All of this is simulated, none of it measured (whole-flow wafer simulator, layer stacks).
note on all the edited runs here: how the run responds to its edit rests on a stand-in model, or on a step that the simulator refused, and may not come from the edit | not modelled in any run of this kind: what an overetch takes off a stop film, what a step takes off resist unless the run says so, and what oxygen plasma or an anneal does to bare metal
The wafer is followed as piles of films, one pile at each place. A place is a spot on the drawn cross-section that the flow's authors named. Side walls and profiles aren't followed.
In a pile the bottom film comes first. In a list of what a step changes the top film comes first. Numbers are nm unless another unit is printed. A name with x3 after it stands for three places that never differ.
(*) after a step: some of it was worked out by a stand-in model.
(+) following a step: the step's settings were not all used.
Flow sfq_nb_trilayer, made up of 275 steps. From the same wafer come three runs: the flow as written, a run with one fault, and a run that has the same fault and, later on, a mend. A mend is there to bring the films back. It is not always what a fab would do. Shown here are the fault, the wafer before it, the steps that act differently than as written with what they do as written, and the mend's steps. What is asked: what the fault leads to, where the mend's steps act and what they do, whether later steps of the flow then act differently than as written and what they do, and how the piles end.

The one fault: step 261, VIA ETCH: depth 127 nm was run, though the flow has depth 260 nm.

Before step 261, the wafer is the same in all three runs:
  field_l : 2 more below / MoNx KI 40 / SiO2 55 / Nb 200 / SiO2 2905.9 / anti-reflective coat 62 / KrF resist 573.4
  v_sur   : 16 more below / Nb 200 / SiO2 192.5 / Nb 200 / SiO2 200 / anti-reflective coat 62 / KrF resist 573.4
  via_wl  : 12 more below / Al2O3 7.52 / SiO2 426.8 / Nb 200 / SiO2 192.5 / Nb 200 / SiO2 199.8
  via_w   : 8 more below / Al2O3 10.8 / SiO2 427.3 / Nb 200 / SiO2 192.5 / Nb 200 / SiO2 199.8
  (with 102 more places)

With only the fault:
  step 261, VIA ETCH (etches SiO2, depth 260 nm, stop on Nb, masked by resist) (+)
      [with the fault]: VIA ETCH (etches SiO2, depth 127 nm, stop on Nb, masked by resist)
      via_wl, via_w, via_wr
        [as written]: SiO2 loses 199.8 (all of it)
        [with the fault]: SiO2 loses 127
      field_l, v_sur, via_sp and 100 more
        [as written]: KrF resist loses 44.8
        [with the fault]: KrF resist loses 21.9
  Later steps of the flow acting differently than as written (2 more steps, not shown, differ only slightly: by at most 2% or 0.5 nm, whichever is larger):
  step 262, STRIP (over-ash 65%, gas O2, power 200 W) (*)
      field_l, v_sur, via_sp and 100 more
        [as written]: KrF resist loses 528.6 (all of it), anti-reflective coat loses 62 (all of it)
        [with the fault]: KrF resist loses 551.5 (all of it), anti-reflective coat loses 62 (all of it)
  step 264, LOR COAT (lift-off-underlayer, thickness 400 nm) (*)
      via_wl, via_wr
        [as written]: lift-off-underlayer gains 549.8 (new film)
        [with the fault]: lift-off-underlayer gains 495.2 (new film)
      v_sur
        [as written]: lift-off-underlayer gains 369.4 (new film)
        [with the fault]: lift-off-underlayer gains 380.6 (new film)
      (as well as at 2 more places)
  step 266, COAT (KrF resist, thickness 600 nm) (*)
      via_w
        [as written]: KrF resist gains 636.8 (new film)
        [with the fault]: KrF resist gains 623.4 (new film)
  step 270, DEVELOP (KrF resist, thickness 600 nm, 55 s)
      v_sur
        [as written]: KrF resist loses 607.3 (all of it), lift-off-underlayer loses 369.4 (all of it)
        [with the fault]: KrF resist loses 604.2 (all of it), lift-off-underlayer loses 380.6 (all of it)
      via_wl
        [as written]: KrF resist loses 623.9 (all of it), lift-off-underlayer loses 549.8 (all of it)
        [with the fault]: KrF resist loses 614.7 (all of it), lift-off-underlayer loses 495.2 (all of it)
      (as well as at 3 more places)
  At via_wl, via_w, via_wr, the piles at the end differ from the flow's by more than 2% or 0.5 nm, whichever is larger.
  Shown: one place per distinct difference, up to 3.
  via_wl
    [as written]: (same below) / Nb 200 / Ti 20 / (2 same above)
    [with the fault]: (same below) / Nb 200 / SiO2 72.8 / Ti 20 / (2 same above)

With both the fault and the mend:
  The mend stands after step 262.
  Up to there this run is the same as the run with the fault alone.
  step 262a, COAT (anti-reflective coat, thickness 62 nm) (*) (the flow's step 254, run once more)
      p4_fl x3, p4_w1 x9, p4_g1 x2 and 63 more
        anti-reflective coat gains 62 (new film)
      r_end, moat, field_r and 7 more
        anti-reflective coat gains 61.8 (new film)
      ce_l, c5j, ce_r, sp_r, be_r, r_sur, res
        anti-reflective coat gains 61.7 (new film)
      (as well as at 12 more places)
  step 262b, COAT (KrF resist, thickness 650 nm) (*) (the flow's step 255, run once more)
      p4_fl x3, p4_w1 x9, p4_g1 x2 and 63 more
        KrF resist gains 650 (new film)
      r_end, moat, field_r, lsp_l, ln_m5, lsp_m, lsp_r, l0_sur
        KrF resist gains 649.5 (new film)
      be_r, r_sur, res, l0v
        KrF resist gains 649.4 (new film)
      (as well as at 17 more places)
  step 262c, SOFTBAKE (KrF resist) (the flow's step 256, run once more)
      leaves every film unchanged at each place that is followed
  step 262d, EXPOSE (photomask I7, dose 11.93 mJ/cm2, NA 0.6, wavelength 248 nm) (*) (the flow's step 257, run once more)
      leaves every film unchanged at each place that is followed
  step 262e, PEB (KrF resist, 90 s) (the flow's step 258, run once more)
      jj_sur, ce_l, c5j and 92 more
        KrF resist loses 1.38
      v_sur, via_sp, via_v, wire, be, be_sur, gap
        KrF resist loses 1.37
      via_wl, via_wr
        KrF resist loses 1.5
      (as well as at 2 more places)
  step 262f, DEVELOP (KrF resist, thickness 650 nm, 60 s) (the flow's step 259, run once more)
      field_l, v_sur, via_sp and 100 more
        KrF resist loses 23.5
      via_wl
        KrF resist loses 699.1 (all of it)
      via_w
        KrF resist loses 731.9 (all of it)
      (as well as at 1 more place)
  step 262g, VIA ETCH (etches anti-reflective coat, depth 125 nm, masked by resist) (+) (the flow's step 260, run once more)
      field_l, v_sur, via_sp and 100 more
        KrF resist loses 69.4
      via_wl, via_wr
        anti-reflective coat loses 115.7 (all of it)
      via_w
        anti-reflective coat loses 78.8 (all of it), SiO2 loses 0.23
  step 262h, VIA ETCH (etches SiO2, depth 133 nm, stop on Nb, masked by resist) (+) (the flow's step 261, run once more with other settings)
      field_l, v_sur, via_sp and 100 more
        KrF resist loses 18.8
      via_wl, via_wr
        SiO2 loses 72.8 (all of it)
      via_w
        SiO2 loses 72.6 (all of it)
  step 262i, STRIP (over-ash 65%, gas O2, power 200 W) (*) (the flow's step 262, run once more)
      p4_fl x3, p4_w1 x9, p4_g1 x2 and 63 more
        KrF resist loses 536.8 (all of it), anti-reflective coat loses 62 (all of it)
      lsp_l, ln_m5, lsp_m, ln_m6, lsp_r, l0_sur
        KrF resist loses 536.4 (all of it), anti-reflective coat loses 61.8 (all of it)
      r_end, moat, field_r, l0v
        KrF resist loses 536.3 (all of it), anti-reflective coat loses 61.8 (all of it)
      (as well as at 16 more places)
  Later steps of the flow that are run all act as written at every place that is followed.
  By the end, the piles equal the flow's at every place that both follow.
